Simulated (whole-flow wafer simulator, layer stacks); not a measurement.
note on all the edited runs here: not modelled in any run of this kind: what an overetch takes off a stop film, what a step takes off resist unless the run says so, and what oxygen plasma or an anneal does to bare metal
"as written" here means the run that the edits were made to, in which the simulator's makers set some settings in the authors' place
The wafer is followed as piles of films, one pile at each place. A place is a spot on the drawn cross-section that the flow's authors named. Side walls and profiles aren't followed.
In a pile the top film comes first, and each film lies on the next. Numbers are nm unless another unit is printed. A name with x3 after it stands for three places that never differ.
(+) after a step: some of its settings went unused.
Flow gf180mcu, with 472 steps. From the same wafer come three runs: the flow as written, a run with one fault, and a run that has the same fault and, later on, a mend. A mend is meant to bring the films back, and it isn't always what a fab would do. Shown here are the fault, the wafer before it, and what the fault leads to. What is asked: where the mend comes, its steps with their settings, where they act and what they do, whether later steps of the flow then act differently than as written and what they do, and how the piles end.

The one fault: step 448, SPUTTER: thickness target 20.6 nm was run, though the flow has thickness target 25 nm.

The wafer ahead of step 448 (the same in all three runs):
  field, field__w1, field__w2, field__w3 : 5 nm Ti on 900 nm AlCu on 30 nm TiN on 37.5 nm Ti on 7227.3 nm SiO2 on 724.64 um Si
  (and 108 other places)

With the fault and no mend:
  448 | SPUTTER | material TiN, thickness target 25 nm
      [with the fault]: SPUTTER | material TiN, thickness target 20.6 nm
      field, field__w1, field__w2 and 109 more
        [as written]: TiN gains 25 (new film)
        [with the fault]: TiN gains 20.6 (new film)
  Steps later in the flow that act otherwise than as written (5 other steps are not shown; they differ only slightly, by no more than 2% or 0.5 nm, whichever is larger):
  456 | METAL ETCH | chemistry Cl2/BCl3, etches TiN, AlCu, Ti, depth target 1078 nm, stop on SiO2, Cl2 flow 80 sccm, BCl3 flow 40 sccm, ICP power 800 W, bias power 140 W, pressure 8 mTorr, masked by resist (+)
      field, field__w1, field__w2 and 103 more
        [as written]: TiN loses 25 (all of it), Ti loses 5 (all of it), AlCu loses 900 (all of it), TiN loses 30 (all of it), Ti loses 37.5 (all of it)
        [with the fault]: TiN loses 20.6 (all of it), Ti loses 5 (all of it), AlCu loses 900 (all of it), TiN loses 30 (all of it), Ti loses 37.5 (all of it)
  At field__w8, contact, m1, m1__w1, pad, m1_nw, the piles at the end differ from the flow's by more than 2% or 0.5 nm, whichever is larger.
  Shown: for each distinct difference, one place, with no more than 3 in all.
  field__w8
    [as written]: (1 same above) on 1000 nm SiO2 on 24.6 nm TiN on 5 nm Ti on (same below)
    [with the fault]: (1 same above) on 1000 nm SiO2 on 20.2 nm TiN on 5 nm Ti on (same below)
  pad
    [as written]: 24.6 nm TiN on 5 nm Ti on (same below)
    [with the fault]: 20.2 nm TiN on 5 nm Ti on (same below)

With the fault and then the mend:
  The mend follows step 448.
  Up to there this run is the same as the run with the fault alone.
  448a | SPUTTER | material TiN, thickness target 4.4 nm (the flow's step 448, run once more with other settings)
      field, field__w1, field__w2 and 109 more
        TiN gains 4.4
  Every later step of the flow that is run acts as written at every place that is followed.
  By the end, the piles equal the flow's at every place that both follow.
